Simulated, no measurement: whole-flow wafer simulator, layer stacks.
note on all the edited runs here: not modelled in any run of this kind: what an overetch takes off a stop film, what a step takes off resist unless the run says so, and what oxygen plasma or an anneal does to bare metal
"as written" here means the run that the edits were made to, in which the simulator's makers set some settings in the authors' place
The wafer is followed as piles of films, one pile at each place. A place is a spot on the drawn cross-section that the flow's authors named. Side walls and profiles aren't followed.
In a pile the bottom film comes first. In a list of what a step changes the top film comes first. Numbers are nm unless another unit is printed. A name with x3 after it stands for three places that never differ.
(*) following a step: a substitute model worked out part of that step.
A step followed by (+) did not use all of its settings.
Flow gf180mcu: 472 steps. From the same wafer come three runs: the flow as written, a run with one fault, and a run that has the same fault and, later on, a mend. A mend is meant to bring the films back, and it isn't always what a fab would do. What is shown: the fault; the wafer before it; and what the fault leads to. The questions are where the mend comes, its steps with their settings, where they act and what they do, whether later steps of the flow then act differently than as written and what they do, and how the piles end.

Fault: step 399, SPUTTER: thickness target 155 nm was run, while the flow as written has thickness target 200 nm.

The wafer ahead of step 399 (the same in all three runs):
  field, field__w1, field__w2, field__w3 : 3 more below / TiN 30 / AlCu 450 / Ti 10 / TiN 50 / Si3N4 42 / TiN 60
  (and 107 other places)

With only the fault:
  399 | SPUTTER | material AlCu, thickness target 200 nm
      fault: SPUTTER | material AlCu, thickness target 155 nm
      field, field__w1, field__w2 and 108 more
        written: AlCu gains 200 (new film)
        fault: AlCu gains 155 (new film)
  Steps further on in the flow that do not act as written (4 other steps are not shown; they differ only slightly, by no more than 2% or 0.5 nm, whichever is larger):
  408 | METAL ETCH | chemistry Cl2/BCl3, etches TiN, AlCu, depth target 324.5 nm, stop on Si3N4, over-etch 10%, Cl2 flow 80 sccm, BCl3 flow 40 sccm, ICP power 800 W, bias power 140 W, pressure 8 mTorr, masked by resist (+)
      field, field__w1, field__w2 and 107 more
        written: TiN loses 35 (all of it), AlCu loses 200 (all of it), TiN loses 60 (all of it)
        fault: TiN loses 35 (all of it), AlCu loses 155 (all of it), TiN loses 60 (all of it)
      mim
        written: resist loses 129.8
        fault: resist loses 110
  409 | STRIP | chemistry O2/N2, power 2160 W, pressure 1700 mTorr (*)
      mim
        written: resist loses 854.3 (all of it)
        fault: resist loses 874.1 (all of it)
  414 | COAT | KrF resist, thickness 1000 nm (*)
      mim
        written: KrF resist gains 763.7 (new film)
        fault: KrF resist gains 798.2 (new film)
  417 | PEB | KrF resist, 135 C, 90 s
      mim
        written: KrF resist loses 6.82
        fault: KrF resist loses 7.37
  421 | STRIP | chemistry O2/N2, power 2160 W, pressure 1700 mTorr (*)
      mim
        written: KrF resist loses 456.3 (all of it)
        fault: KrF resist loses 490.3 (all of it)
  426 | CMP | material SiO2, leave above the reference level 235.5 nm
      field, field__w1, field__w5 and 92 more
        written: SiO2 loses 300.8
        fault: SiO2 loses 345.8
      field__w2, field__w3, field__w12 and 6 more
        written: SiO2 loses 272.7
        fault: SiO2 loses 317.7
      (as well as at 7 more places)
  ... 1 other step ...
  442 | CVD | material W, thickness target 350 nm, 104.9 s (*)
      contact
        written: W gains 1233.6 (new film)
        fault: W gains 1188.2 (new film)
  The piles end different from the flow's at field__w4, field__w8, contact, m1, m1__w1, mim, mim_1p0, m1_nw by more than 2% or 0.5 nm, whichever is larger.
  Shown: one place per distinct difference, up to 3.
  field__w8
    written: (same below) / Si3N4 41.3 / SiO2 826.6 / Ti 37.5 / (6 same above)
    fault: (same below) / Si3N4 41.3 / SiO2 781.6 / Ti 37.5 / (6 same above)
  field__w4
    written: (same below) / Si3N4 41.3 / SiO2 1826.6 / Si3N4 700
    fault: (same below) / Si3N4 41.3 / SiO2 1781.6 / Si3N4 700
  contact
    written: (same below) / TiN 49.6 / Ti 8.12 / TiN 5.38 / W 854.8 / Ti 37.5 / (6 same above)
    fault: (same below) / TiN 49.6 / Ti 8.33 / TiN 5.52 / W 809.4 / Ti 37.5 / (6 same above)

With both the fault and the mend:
  The mend follows step 399.
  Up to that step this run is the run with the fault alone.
  399a | SPUTTER | material AlCu, thickness target 45 nm (the flow's step 399, run once more with other settings)
      field, field__w1, field__w2 and 108 more
        AlCu gains 45
  None of the later steps of the flow acts differently than as written at any place that is followed.
  At every place that both follow, the piles at the end match the flow's.
